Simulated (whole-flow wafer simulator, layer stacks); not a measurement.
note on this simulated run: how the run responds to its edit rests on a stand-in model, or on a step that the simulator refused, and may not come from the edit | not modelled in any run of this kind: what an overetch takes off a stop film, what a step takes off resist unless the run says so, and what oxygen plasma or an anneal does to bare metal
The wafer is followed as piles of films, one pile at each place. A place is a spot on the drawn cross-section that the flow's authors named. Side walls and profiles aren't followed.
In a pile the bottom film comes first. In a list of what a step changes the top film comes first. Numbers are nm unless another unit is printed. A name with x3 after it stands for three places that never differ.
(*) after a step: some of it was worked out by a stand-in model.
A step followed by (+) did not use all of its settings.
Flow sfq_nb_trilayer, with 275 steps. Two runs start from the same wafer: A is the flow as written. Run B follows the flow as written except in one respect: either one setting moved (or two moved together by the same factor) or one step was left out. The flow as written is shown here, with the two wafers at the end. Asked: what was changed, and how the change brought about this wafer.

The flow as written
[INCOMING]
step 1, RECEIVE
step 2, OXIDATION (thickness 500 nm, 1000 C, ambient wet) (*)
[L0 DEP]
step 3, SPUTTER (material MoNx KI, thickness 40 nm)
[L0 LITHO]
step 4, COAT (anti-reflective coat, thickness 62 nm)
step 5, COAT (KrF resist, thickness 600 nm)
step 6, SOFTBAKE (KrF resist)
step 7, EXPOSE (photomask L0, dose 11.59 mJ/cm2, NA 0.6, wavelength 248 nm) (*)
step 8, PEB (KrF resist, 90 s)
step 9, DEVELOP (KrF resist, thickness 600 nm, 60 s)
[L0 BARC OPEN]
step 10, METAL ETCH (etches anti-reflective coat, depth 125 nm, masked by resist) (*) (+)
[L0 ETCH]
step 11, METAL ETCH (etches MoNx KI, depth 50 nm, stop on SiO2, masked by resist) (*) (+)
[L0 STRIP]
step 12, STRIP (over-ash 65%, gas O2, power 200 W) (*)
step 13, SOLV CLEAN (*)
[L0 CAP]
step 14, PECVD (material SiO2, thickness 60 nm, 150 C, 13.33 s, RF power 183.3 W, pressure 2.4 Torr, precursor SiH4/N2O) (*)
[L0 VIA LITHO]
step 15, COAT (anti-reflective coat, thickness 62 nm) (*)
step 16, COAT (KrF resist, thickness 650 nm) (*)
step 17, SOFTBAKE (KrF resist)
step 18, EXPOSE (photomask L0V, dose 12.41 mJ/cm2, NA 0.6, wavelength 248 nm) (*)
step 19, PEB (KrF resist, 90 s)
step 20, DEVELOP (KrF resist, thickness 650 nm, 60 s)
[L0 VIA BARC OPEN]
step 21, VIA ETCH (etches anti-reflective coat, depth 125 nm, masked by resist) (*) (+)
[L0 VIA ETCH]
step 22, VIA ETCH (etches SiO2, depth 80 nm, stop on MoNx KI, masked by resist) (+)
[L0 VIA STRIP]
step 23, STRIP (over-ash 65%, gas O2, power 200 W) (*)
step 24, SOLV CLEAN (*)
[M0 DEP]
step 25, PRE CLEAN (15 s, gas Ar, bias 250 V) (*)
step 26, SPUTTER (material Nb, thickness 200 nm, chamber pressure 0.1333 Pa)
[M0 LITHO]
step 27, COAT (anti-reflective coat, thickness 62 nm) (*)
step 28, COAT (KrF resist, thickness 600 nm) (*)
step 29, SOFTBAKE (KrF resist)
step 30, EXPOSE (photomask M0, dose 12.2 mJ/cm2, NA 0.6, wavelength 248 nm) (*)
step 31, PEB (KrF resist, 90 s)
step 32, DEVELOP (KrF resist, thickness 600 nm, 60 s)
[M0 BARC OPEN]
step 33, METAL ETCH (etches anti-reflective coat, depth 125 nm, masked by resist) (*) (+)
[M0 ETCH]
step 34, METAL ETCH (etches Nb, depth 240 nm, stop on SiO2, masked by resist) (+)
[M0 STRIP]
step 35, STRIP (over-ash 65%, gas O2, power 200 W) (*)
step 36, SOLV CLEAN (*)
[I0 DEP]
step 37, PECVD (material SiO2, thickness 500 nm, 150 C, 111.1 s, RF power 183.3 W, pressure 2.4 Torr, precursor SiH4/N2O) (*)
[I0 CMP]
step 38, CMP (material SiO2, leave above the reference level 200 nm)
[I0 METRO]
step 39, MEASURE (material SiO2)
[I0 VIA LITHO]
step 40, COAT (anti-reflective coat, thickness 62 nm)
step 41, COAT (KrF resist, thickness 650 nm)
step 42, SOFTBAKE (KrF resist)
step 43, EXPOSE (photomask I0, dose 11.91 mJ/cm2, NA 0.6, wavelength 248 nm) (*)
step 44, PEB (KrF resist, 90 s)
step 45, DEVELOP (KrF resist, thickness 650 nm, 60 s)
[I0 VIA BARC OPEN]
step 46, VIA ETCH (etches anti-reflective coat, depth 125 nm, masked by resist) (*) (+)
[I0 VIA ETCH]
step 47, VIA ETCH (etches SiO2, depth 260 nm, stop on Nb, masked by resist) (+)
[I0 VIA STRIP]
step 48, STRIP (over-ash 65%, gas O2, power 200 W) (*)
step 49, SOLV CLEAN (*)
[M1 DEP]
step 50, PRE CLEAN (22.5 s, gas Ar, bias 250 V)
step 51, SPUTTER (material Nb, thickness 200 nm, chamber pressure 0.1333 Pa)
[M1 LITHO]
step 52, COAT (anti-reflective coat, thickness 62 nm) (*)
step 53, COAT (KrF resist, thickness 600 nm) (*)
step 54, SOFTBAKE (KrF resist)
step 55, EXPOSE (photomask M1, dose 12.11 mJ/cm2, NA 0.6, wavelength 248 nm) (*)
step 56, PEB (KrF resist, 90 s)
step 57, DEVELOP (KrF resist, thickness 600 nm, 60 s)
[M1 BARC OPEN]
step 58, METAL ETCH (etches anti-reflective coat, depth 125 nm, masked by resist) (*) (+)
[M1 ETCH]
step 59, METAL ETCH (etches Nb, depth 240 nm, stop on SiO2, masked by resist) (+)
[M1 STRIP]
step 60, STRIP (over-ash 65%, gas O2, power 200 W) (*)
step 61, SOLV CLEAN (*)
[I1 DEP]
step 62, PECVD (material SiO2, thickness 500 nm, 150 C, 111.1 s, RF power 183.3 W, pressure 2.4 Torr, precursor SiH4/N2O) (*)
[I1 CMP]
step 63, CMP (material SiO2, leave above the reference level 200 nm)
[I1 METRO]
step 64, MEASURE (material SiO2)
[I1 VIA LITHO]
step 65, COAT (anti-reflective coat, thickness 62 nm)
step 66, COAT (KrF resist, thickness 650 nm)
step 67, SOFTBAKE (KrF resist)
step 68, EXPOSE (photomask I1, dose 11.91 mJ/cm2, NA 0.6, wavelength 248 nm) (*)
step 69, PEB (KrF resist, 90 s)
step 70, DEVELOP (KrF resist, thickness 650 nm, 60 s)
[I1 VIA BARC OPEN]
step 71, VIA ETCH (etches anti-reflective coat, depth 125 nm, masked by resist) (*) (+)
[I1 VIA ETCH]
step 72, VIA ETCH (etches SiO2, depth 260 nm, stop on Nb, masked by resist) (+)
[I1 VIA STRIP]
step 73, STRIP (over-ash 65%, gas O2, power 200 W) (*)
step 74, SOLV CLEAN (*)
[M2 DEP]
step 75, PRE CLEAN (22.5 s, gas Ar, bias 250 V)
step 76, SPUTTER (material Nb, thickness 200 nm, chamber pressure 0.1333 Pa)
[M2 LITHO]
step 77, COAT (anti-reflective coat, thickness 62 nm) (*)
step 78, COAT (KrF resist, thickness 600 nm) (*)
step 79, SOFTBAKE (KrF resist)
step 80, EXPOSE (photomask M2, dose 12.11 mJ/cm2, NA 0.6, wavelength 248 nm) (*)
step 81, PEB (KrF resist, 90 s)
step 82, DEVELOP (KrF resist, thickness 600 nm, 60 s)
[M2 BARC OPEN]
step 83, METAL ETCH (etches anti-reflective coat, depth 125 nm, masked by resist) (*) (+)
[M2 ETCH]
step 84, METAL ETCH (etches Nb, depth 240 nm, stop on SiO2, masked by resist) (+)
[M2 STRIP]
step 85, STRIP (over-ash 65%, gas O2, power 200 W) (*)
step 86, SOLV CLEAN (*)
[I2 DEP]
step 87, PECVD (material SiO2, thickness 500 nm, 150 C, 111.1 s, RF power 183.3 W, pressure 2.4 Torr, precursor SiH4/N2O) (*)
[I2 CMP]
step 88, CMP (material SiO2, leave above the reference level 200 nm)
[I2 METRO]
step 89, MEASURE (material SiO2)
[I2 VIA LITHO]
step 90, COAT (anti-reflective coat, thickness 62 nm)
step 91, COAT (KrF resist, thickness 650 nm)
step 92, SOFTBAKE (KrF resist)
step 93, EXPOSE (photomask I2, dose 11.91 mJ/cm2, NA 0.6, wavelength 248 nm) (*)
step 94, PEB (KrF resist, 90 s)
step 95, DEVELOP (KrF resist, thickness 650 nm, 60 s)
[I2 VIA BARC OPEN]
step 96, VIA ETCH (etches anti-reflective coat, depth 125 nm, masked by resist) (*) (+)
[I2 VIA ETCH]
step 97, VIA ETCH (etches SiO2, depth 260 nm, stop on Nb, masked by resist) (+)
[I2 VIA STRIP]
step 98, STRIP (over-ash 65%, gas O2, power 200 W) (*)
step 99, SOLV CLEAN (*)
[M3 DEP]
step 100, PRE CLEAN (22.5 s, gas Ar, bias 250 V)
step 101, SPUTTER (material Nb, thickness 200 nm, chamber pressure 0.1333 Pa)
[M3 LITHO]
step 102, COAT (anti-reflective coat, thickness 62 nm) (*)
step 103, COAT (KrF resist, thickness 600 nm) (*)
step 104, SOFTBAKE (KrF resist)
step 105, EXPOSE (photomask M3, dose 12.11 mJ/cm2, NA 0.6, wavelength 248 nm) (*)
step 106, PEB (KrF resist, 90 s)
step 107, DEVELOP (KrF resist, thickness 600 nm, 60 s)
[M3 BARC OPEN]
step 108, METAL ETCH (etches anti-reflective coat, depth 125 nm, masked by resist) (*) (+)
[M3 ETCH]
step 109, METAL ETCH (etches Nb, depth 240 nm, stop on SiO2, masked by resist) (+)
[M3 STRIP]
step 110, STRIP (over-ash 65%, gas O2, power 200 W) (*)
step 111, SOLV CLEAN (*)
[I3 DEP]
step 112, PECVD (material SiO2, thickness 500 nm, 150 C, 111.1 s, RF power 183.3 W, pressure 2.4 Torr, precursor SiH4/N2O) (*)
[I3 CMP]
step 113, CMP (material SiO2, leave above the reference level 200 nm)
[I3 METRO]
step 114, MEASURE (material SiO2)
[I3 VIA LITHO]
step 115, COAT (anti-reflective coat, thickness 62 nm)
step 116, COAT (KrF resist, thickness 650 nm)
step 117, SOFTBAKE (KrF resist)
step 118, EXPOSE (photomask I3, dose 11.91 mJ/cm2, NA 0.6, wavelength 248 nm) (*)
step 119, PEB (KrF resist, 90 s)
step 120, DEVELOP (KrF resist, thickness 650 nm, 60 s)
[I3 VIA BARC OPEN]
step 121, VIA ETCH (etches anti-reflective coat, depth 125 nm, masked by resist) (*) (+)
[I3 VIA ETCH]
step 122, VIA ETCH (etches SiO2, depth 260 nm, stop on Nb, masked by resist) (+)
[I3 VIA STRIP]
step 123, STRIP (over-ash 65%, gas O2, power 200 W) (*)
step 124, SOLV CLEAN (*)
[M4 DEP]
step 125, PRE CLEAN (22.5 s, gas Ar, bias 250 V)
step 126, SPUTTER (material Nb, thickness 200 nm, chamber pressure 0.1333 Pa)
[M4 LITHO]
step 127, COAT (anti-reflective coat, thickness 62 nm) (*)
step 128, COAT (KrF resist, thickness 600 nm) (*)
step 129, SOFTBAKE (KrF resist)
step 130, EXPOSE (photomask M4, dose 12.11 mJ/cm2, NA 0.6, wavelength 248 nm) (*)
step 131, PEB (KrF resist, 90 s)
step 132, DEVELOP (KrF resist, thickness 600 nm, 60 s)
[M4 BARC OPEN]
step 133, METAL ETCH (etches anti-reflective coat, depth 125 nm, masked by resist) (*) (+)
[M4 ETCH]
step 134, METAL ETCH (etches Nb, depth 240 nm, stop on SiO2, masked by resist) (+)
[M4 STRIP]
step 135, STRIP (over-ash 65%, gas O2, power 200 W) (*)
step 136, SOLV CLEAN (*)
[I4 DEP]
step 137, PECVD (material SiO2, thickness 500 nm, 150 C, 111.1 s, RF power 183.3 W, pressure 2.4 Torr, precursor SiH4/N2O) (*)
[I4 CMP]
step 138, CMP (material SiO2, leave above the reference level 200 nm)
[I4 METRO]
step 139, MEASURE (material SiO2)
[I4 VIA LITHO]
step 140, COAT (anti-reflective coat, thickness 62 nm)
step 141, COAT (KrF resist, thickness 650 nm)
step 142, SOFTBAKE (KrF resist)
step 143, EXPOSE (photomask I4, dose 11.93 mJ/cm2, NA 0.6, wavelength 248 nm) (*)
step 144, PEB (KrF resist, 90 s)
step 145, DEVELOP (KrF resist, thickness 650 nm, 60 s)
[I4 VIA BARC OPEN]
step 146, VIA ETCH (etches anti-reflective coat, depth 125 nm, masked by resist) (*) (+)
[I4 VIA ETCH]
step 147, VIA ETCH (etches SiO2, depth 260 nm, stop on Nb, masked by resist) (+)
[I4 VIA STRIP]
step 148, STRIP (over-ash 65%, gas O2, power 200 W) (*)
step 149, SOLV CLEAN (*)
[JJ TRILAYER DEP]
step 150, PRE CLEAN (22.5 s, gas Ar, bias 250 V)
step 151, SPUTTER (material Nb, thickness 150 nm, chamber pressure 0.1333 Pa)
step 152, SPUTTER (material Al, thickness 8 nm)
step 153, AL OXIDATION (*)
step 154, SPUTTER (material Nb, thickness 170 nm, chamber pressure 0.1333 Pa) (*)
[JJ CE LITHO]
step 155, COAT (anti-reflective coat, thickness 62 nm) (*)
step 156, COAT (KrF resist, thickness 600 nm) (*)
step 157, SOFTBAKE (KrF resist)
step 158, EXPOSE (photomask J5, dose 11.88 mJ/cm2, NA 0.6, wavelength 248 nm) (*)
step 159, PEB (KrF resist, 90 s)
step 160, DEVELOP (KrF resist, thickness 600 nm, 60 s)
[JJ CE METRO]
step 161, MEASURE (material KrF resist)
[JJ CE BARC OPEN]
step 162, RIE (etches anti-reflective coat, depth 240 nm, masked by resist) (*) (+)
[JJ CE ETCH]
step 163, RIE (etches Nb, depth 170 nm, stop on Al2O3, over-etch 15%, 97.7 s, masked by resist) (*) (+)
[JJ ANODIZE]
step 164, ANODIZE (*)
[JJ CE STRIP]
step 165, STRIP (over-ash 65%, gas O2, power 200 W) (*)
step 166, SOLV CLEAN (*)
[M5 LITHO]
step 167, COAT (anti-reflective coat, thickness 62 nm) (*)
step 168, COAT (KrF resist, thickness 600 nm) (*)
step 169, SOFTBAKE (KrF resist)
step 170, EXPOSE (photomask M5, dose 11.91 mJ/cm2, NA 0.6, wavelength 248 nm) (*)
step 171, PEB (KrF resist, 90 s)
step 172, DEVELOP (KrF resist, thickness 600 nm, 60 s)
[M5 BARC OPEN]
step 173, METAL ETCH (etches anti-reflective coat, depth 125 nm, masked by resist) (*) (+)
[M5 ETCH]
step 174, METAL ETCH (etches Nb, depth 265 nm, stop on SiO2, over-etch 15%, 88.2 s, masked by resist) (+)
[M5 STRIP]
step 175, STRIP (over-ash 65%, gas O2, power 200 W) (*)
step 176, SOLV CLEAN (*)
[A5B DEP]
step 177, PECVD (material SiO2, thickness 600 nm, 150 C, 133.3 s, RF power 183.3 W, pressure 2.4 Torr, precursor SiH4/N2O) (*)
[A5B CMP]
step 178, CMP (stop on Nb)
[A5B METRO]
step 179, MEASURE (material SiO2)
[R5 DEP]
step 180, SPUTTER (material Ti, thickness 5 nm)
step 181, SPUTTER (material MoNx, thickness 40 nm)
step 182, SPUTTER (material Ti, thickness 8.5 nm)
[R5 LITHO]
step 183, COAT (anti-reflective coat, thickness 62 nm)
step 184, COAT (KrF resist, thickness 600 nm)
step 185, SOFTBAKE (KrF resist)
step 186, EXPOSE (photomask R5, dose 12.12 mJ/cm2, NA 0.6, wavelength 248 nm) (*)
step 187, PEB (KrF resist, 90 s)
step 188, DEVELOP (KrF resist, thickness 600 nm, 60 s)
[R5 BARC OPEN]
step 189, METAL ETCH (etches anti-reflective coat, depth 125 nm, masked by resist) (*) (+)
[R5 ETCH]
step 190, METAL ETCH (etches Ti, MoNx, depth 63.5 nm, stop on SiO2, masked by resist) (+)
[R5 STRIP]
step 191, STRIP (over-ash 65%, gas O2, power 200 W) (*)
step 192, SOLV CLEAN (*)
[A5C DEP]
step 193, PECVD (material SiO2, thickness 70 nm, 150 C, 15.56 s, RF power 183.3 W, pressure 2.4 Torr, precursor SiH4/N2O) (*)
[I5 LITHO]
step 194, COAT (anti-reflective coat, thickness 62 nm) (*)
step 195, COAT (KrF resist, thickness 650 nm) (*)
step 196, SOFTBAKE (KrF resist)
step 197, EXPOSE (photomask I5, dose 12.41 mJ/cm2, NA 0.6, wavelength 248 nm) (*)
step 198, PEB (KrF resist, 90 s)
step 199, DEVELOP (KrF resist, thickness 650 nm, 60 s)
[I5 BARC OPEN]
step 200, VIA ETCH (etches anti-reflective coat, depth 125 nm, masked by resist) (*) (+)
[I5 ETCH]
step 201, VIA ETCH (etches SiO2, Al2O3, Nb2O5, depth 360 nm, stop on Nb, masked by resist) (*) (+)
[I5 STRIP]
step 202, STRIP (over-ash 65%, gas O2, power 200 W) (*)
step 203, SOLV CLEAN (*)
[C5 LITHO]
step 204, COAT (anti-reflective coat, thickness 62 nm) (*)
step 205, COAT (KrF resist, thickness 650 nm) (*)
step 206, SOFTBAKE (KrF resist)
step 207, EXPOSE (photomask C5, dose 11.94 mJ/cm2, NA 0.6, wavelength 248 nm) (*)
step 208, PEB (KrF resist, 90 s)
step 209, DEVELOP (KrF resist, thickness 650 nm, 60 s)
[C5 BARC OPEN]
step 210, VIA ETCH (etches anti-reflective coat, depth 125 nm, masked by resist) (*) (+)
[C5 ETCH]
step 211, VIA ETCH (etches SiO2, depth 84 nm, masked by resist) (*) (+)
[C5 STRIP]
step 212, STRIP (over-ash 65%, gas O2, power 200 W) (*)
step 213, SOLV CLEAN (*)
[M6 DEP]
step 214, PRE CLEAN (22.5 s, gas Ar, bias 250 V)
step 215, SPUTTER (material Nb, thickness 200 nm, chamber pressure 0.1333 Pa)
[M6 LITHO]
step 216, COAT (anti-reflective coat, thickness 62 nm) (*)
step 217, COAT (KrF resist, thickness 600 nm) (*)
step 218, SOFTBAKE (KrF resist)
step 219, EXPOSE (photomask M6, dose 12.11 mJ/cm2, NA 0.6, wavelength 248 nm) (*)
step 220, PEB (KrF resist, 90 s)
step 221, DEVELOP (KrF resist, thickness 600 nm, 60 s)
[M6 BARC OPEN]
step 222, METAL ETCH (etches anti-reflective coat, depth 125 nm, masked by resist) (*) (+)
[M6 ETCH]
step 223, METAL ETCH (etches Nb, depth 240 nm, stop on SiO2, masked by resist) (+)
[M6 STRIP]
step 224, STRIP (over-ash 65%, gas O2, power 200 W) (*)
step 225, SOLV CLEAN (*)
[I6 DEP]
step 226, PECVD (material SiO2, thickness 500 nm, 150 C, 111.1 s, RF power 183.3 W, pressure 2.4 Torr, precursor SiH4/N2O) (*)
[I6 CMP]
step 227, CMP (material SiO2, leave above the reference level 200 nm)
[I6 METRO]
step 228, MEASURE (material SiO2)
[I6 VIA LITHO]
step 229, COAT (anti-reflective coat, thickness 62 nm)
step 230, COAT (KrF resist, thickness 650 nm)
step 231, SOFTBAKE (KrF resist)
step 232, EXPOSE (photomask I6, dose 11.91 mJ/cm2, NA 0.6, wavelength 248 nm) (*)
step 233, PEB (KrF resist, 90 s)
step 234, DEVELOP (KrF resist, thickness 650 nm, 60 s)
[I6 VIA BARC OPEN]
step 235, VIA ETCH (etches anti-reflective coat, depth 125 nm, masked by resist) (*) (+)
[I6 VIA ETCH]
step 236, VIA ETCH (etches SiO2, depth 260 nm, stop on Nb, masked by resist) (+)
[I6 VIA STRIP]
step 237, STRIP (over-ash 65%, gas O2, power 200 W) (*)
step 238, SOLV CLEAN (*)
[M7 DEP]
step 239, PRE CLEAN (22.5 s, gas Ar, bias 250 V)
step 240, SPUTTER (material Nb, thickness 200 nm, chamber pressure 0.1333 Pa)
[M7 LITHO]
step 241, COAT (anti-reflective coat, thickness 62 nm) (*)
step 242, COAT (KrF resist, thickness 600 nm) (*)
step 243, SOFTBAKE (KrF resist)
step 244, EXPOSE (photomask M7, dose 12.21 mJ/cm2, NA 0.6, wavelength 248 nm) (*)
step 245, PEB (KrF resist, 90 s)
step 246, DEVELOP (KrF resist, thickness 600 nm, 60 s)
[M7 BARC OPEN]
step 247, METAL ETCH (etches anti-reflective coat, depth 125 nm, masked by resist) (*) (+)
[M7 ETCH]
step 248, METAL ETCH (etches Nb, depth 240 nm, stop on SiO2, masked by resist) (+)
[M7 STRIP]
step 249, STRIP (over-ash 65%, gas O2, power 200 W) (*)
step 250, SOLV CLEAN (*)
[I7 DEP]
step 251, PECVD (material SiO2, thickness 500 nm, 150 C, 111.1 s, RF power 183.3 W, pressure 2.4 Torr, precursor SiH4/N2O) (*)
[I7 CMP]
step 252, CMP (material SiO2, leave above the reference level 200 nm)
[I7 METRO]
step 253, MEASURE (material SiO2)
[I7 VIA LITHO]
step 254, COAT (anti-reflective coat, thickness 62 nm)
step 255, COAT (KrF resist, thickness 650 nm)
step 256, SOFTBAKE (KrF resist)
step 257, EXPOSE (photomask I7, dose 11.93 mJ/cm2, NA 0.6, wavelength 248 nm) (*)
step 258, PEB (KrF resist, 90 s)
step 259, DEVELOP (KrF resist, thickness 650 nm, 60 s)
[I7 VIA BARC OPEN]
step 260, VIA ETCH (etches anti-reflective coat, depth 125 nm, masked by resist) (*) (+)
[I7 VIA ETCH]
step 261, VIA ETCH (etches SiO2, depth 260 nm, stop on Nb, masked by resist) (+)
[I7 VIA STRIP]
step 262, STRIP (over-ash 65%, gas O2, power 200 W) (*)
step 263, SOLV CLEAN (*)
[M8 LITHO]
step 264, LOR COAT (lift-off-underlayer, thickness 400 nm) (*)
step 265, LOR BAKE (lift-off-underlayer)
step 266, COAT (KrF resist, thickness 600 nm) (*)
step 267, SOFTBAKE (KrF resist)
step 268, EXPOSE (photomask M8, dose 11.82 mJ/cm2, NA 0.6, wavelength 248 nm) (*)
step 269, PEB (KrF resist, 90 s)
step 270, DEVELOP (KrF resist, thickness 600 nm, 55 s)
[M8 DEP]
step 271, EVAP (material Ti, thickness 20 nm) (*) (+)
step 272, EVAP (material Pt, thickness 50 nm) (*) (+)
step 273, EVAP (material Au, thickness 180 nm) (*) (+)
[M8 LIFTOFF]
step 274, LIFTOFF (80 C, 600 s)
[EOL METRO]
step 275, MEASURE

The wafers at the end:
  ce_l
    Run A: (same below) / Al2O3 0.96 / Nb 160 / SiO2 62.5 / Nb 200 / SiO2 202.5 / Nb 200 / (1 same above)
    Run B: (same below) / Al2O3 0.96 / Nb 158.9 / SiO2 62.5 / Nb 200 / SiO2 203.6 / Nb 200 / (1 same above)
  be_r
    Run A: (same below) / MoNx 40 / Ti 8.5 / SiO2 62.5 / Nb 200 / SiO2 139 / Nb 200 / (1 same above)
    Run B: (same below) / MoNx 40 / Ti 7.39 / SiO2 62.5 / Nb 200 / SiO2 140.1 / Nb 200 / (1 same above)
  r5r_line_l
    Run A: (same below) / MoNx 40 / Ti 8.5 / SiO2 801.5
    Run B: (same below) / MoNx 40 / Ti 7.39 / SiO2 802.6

The reason: step 182, SPUTTER: thickness 7.39 nm was run, though the flow has thickness 8.5 nm.
The wafer itself shows it: be_r has Ti 7.39, and step 182 as written asks for 8.5 nm.

How this came from the change, step by step:
  step 182, SPUTTER (material Ti, thickness 8.5 nm)
      field_l, v_sur, via_wl and 103 more: A +8.5 Ti (new film) | B +7.39 Ti (new film)
  step 190, METAL ETCH (etches Ti, MoNx, depth 63.5 nm, stop on SiO2, masked by resist) (+)
      field_l, v_sur, via_wl and 92 more: A -8.5 Ti (all of it), -40 MoNx (all of it), -5 Ti (all of it) | B -7.39 Ti (all of it), -40 MoNx (all of it), -5 Ti (all of it)
      ce_l, c5j, ce_r, wl_jj: A -8.5 Ti (all of it), -40 MoNx (all of it), -5 Ti (all of it), -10 Nb | B -7.39 Ti (all of it), -40 MoNx (all of it), -5 Ti (all of it), -11.1 Nb
